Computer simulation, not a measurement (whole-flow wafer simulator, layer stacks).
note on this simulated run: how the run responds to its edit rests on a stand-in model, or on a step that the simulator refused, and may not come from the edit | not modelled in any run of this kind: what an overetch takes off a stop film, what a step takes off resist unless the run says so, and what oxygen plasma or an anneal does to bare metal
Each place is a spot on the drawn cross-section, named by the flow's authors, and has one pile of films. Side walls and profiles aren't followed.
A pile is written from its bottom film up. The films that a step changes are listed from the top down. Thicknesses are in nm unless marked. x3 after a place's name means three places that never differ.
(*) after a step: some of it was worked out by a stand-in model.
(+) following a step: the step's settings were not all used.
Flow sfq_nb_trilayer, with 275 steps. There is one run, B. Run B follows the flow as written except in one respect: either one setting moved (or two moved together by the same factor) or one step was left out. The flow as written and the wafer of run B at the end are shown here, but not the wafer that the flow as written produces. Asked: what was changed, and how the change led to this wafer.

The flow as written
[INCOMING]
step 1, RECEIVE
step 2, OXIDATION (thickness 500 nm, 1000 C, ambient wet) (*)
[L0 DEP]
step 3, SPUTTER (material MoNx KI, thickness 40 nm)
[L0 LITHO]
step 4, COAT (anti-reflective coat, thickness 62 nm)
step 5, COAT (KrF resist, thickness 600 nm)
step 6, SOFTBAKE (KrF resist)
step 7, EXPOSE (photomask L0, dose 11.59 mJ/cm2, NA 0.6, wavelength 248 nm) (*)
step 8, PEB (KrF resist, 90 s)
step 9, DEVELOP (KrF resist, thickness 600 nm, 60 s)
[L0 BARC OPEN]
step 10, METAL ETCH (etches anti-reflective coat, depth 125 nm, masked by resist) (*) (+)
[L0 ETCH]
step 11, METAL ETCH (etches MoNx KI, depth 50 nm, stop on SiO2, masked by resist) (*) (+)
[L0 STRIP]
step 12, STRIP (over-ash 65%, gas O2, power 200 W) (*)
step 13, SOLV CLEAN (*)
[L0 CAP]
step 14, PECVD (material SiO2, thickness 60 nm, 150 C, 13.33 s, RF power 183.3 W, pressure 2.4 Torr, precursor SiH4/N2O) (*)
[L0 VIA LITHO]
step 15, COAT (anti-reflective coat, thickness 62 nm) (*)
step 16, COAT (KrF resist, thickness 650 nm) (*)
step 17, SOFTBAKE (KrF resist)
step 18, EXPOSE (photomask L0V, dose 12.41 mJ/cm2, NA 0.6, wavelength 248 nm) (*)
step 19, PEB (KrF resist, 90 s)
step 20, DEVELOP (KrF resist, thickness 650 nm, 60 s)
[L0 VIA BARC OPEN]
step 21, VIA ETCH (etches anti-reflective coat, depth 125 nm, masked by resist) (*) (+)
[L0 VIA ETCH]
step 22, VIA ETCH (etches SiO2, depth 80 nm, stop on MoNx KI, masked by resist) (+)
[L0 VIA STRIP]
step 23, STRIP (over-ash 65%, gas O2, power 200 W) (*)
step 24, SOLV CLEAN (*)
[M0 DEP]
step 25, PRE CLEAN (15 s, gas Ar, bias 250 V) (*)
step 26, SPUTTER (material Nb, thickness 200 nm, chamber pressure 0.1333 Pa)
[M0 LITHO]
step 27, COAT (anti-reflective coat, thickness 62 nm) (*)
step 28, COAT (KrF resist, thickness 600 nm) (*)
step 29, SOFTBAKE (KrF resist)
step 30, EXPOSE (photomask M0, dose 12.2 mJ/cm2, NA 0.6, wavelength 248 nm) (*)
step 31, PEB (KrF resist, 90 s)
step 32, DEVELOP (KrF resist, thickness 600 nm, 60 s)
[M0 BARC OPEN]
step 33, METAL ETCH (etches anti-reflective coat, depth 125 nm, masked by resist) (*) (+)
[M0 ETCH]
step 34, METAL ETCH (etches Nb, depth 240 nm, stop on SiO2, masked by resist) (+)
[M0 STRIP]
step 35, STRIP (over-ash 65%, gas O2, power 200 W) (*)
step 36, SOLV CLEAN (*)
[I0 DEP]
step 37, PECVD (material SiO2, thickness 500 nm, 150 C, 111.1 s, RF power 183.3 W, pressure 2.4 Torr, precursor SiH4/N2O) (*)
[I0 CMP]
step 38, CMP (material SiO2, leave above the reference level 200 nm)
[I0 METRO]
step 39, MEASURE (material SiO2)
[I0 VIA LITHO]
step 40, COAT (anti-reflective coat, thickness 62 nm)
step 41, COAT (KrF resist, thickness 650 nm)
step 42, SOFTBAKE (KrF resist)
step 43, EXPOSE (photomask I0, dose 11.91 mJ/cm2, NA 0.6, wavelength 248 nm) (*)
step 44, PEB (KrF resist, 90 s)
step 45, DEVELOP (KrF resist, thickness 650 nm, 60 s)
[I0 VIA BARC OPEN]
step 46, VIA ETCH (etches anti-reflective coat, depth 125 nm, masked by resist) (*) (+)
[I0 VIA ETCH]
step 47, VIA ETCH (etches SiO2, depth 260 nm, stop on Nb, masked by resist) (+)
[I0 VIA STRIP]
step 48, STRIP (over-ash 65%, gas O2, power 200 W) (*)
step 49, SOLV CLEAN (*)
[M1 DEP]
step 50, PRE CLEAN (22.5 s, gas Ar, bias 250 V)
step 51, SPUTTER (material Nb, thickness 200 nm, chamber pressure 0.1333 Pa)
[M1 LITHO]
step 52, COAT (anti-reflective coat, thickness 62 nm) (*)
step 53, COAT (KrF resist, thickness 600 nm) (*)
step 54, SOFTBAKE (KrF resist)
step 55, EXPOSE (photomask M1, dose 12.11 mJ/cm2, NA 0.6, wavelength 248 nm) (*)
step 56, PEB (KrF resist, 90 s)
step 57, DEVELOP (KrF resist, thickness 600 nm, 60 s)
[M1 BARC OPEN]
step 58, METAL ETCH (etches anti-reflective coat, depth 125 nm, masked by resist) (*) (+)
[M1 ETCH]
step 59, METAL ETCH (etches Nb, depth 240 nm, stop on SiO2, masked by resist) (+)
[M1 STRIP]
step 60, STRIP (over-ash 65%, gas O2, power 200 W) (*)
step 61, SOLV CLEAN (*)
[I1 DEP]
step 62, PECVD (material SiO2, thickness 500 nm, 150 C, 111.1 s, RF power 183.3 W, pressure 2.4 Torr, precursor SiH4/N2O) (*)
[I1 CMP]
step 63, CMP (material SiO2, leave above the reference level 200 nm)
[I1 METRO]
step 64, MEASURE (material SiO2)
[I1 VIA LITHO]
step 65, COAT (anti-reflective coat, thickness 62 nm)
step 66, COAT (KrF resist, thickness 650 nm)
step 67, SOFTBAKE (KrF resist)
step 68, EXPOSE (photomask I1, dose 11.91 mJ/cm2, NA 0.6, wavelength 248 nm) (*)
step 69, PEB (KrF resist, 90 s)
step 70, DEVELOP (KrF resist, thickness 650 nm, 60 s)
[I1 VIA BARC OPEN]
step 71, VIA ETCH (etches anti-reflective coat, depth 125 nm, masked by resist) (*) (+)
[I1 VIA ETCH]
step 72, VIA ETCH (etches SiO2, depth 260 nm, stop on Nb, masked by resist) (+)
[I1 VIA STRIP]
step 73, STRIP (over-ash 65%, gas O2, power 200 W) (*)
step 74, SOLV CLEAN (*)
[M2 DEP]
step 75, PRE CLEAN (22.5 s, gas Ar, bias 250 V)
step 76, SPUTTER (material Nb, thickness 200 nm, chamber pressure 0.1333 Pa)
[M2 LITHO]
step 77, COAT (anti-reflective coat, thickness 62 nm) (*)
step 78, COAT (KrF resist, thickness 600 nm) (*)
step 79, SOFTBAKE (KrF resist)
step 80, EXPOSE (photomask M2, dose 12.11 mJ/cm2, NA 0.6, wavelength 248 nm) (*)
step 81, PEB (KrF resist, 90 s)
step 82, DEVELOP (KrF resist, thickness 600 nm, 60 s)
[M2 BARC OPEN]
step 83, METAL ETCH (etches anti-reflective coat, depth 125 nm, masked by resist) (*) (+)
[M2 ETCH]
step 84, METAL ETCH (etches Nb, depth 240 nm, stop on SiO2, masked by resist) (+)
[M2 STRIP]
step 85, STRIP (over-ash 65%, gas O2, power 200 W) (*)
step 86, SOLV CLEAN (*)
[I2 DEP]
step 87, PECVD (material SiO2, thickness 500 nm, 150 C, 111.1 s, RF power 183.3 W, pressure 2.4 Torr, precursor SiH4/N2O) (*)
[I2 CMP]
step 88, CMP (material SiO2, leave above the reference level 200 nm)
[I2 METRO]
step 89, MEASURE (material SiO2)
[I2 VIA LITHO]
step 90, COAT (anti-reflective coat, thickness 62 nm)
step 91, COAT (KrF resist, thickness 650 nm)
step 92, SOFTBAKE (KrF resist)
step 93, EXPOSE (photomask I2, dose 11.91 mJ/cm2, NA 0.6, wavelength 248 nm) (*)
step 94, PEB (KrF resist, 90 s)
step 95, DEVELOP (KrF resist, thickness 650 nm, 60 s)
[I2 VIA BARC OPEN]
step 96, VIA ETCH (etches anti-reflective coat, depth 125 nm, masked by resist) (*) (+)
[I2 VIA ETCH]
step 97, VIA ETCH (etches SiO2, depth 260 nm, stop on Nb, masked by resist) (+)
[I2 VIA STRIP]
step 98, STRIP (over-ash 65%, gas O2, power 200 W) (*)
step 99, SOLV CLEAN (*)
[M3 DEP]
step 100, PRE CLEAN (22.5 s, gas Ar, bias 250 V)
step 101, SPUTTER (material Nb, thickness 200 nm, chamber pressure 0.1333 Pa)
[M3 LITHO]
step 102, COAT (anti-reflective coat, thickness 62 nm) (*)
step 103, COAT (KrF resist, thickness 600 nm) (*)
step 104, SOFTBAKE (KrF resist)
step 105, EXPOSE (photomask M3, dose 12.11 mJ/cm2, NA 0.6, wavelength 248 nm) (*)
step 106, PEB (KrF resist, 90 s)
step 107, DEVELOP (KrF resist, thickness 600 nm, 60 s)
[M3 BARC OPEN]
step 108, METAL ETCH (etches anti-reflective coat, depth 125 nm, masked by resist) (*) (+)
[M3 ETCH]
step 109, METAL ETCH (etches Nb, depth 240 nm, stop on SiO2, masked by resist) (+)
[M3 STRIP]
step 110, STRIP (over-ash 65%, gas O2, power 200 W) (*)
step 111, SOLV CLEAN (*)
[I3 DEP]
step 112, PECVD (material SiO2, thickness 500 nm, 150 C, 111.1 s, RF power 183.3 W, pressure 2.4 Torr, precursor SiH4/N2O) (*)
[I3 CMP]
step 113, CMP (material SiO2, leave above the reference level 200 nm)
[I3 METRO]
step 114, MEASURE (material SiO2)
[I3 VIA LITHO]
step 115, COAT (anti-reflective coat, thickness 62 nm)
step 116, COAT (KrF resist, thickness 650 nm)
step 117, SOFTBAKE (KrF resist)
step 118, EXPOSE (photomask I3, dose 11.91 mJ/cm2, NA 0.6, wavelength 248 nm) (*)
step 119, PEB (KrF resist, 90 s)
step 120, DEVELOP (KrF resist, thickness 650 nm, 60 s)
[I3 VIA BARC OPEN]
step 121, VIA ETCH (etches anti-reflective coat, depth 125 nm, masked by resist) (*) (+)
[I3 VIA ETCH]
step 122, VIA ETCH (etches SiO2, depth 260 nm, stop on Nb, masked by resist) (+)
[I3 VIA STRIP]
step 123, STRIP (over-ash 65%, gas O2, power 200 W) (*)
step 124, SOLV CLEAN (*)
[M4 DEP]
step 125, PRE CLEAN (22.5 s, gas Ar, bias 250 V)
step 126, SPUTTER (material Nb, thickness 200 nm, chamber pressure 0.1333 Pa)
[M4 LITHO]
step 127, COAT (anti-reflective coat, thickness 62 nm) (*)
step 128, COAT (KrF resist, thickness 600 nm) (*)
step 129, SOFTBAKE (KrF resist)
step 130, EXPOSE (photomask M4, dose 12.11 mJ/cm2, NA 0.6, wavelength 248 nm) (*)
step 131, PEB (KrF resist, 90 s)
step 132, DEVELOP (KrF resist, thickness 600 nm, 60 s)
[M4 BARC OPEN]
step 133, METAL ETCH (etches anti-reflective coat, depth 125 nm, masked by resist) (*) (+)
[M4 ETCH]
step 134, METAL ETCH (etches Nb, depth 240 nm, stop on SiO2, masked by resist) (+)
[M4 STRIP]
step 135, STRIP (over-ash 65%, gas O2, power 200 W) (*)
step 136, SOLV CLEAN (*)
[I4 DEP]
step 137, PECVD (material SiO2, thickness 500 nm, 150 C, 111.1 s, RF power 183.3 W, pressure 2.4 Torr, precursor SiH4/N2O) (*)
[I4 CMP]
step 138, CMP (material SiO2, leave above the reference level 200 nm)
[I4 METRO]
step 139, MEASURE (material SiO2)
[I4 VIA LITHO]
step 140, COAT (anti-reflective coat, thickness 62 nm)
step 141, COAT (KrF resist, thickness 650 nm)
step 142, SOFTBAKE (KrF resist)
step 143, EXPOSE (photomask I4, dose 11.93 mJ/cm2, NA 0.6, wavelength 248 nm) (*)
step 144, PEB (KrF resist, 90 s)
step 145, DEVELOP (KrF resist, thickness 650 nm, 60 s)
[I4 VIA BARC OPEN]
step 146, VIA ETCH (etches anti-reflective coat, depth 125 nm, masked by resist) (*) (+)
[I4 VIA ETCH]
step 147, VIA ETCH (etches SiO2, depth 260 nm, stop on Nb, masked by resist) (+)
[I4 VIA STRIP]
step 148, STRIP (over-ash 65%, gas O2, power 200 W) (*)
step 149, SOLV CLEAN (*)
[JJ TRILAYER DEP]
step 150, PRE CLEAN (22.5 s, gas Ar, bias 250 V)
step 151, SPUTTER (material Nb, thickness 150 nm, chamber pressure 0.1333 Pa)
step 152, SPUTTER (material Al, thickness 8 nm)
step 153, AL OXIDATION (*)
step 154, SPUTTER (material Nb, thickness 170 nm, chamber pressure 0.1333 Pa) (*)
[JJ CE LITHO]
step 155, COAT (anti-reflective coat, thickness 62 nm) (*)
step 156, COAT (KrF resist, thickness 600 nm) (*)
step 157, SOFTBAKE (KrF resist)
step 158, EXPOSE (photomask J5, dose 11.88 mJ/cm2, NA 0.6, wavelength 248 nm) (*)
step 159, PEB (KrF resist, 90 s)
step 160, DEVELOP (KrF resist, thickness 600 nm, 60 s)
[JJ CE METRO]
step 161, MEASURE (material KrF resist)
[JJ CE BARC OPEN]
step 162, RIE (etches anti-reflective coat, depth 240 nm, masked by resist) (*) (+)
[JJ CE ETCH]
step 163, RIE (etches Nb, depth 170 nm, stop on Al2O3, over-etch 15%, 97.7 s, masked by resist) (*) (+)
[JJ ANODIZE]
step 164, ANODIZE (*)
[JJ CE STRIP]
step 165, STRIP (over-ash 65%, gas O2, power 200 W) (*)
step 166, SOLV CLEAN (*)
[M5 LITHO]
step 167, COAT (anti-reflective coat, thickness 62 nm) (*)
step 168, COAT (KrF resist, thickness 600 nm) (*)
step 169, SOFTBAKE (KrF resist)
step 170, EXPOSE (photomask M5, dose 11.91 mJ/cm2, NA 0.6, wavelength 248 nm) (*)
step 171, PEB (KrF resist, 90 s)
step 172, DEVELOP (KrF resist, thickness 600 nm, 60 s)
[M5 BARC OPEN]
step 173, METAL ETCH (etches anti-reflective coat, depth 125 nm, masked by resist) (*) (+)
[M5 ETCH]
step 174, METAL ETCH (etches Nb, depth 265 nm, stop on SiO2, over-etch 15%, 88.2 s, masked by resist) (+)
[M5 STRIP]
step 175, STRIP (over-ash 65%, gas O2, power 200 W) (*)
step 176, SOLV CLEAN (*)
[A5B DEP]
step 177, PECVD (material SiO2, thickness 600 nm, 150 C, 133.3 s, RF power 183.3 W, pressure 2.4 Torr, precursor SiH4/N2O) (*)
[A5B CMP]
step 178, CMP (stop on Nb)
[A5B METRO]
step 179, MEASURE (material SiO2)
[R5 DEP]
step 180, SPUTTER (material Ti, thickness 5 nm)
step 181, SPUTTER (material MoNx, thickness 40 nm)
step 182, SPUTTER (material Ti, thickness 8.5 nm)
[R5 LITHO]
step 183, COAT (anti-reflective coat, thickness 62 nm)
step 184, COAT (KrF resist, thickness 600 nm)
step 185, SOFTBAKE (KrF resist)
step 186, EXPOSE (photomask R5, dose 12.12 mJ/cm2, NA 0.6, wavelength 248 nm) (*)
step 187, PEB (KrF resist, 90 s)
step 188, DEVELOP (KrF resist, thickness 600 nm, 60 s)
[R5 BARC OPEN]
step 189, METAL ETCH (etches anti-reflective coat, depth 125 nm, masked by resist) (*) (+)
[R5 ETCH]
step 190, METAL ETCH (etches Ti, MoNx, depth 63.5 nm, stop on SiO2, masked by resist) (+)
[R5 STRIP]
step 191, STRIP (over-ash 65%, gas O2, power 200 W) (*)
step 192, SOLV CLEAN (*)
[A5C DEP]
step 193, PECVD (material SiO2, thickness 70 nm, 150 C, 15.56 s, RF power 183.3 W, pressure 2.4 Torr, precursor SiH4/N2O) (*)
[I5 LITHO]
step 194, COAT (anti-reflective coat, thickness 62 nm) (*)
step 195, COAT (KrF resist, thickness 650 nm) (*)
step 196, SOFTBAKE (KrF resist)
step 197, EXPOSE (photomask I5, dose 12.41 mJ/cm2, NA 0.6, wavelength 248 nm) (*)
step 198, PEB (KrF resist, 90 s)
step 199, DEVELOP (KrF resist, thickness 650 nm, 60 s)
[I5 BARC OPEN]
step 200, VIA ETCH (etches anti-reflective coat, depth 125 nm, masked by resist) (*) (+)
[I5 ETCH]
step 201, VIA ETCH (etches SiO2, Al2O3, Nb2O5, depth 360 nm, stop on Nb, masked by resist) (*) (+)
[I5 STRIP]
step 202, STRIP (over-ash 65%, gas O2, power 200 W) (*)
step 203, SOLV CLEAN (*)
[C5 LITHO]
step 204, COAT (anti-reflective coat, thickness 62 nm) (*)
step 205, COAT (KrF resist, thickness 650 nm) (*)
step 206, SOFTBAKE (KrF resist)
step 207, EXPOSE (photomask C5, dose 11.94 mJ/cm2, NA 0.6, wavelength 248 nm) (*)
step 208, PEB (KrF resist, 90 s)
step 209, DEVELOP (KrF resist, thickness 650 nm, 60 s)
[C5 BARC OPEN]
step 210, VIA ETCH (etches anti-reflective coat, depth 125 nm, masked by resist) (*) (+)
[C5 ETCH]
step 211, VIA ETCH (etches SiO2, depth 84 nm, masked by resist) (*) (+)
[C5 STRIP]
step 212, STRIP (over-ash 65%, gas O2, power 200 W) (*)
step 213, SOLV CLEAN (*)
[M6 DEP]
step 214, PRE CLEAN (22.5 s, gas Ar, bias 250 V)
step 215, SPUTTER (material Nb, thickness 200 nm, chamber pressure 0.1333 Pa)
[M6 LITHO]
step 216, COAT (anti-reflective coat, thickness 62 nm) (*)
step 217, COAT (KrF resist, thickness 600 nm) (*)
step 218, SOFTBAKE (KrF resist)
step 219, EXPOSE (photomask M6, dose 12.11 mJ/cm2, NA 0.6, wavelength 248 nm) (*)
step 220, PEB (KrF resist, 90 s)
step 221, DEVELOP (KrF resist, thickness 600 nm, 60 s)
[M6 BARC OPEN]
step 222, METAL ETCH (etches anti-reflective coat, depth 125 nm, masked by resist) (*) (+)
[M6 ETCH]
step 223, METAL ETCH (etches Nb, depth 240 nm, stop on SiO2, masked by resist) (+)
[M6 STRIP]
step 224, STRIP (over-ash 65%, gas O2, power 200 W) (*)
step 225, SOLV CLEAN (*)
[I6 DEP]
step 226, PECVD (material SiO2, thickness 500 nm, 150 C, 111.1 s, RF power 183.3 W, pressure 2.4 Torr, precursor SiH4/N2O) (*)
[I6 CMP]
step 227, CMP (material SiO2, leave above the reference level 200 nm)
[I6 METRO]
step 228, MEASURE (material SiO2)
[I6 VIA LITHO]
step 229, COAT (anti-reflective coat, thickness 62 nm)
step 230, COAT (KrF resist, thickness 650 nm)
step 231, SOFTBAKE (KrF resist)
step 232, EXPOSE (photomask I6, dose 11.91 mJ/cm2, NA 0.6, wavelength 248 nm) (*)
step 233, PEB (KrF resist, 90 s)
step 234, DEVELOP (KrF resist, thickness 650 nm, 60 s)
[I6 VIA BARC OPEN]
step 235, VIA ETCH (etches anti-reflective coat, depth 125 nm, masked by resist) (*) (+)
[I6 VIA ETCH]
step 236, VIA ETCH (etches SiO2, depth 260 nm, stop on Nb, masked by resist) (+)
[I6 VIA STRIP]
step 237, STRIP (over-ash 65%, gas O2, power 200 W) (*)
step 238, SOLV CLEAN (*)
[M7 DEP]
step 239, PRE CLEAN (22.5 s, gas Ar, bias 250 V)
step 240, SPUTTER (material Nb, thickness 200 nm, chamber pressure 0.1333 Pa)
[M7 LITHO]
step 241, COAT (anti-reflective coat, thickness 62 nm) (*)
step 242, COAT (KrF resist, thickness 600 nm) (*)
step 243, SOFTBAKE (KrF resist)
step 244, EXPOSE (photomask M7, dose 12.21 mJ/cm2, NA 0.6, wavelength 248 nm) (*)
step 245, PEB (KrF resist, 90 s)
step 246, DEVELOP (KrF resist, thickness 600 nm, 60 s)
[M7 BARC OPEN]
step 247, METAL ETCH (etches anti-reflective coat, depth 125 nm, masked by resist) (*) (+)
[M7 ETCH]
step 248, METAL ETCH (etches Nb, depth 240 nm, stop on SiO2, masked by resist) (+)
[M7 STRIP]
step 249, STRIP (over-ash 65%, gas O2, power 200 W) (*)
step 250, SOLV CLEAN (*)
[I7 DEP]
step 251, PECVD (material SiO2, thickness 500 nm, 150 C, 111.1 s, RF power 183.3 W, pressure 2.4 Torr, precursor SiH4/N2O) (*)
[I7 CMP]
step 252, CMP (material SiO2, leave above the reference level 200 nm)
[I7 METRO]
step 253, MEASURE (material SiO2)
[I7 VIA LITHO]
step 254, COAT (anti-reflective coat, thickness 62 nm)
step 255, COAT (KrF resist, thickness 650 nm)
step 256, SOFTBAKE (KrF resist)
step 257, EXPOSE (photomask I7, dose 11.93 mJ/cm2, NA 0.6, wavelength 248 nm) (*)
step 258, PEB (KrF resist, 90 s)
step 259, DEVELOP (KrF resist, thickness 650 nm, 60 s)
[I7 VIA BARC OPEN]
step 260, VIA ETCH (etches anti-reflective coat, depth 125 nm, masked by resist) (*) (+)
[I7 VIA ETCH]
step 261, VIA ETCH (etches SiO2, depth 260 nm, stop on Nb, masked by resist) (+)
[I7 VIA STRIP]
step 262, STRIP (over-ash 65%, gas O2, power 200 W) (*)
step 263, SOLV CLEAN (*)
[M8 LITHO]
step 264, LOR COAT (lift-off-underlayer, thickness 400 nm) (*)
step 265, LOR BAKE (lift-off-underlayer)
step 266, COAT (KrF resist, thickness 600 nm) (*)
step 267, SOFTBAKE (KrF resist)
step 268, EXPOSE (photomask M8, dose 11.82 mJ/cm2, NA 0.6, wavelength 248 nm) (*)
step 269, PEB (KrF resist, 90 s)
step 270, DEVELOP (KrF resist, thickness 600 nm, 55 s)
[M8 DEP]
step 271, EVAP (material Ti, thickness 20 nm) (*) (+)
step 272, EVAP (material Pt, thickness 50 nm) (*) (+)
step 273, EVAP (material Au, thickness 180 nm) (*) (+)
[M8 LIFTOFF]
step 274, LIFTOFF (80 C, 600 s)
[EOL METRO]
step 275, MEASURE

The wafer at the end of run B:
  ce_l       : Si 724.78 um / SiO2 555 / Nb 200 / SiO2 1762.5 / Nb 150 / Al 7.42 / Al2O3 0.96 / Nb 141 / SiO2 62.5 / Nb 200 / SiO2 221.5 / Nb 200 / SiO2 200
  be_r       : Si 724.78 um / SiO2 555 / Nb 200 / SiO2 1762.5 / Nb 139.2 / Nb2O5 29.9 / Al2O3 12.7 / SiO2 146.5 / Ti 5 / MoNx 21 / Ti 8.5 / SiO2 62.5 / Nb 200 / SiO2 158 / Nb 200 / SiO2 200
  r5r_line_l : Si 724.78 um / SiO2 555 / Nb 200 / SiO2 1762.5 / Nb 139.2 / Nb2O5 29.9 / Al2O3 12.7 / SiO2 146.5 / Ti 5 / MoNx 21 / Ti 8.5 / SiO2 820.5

The reason: step 181, SPUTTER: thickness 21 nm was run, though the flow has thickness 40 nm.
The wafer lets one read it off: be_r has MoNx 21, and step 181 as written asks for 40 nm.

Step by step, how the change led to this:
  step 181, SPUTTER (material MoNx, thickness 40 nm)
      field_l, v_sur, via_wl and 103 more: MoNx gains 21 (new film) (it would be, as written: MoNx gains 40 (new film))
  step 190, METAL ETCH (etches Ti, MoNx, depth 63.5 nm, stop on SiO2, masked by resist) (+)
      field_l, v_sur, via_wl and 92 more: Ti loses 8.5 (all of it), MoNx loses 21 (all of it), Ti loses 5 (all of it) (it would be, as written: Ti loses 8.5 (all of it), MoNx loses 40 (all of it), Ti loses 5 (all of it))
      ce_l, c5j, ce_r, wl_jj: Ti loses 8.5 (all of it), MoNx loses 21 (all of it), Ti loses 5 (all of it), Nb loses 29 (it would be, as written: Ti loses 8.5 (all of it), MoNx loses 40 (all of it), Ti loses 5 (all of it), Nb loses 10)
  step 194, COAT (anti-reflective coat, thickness 62 nm) (*)
      wl_j_sl, wl_j_sr: anti-reflective coat gains 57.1 (new film) (it would be, as written: anti-reflective coat gains 60.2 (new film))
      r5r_spacepad_l, r5r_spacepad_r: anti-reflective coat gains 76.2 (new film) (it would be, as written: anti-reflective coat gains 84.4 (new film))
      (as well as at 15 more places)
  step 202, STRIP (over-ash 65%, gas O2, power 200 W) (*)
      wl_j_sl, wl_j_sr: KrF resist loses 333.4 (all of it), anti-reflective coat loses 57.1 (all of it) (it would be, as written: KrF resist loses 333.3 (all of it), anti-reflective coat loses 60.2 (all of it))
      r5r_spacepad_l, r5r_spacepad_r: KrF resist loses 334.9 (all of it), anti-reflective coat loses 76.2 (all of it) (it would be, as written: KrF resist loses 335.6 (all of it), anti-reflective coat loses 84.4 (all of it))
      (as well as at 15 more places)
  step 204, COAT (anti-reflective coat, thickness 62 nm) (*)
      wl_j_sl, wl_j_sr: anti-reflective coat gains 57.1 (new film) (it would be, as written: anti-reflective coat gains 60.2 (new film))
      r5r_spacepad_l, r5r_spacepad_r: anti-reflective coat gains 76.2 (new film) (it would be, as written: anti-reflective coat gains 84.4 (new film))
      (as well as at 15 more places)
  step 210, VIA ETCH (etches anti-reflective coat, depth 125 nm, masked by resist) (*) (+)
      field_l, v_sur, via_wl and 98 more: KrF resist loses 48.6 (it would be, as written: KrF resist loses 47.4)
      wire, ce_l, wl_g_sl: KrF resist loses 48.7 (it would be, as written: KrF resist loses 47.4)
      (as well as at 2 more places)
  step 212, STRIP (over-ash 65%, gas O2, power 200 W) (*)
      wl_j_sl, wl_j_sr: KrF resist loses 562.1 (all of it), anti-reflective coat loses 57.1 (all of it) (it would be, as written: KrF resist loses 563.4 (all of it), anti-reflective coat loses 60.2 (all of it))
      r5r_spacepad_l, r5r_spacepad_r: KrF resist loses 563.6 (all of it), anti-reflective coat loses 76.2 (all of it) (it would be, as written: KrF resist loses 565.8 (all of it), anti-reflective coat loses 84.4 (all of it))
      (as well as at 13 more places)
  step 216, COAT (anti-reflective coat, thickness 62 nm) (*)
      r5r_line_l, r5r_line_c, r5r_line_r: anti-reflective coat gains 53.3 (new film) (it would be, as written: anti-reflective coat gains 50 (new film))
      wl_j_sl, wl_j_sr: anti-reflective coat gains 57.2 (new film) (it would be, as written: anti-reflective coat gains 60.2 (new film))
      (as well as at 14 more places)
  step 222, METAL ETCH (etches anti-reflective coat, depth 125 nm, masked by resist) (*) (+)
      r5r_line_l, r5r_line_c, r5r_line_r: anti-reflective coat loses 53.3 (all of it) (it would be, as written: anti-reflective coat loses 50 (all of it))
      r5r_spacepad_l, r5r_spacepad_r: anti-reflective coat loses 76.7 (all of it) (it would be, as written: anti-reflective coat loses 85.7 (all of it))
      (as well as at 2 more places)
  step 224, STRIP (over-ash 65%, gas O2, power 200 W) (*)
      wl_j_sl, wl_j_sr: KrF resist loses 382.4 (all of it), anti-reflective coat loses 57.2 (all of it) (it would be, as written: KrF resist loses 382.5 (all of it), anti-reflective coat loses 60.2 (all of it))
      jj_sur: KrF resist loses 377.5 (all of it), anti-reflective coat loses 52.5 (all of it) (it would be, as written: KrF resist loses 378.5 (all of it), anti-reflective coat loses 56.1 (all of it))
      (as well as at 9 more places)
  step 226, PECVD (material SiO2, thickness 500 nm, 150 C, 111.1 s, RF power 183.3 W, pressure 2.4 Torr, precursor SiH4/N2O) (*)
      r5r_spacepad_l, r5r_spacepad_r: SiO2 gains 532 (it would be, as written: SiO2 gains 553.5)
  step 227, CMP (material SiO2, leave above the reference level 200 nm)
      ce_l, ce_r, wl_jj: SiO2 loses 271 (it would be, as written: SiO2 loses 290)
      be_r, r_sur, r_end: SiO2 loses 334.5 (it would be, as written: SiO2 loses 353.5)
      (as well as at 7 more places)
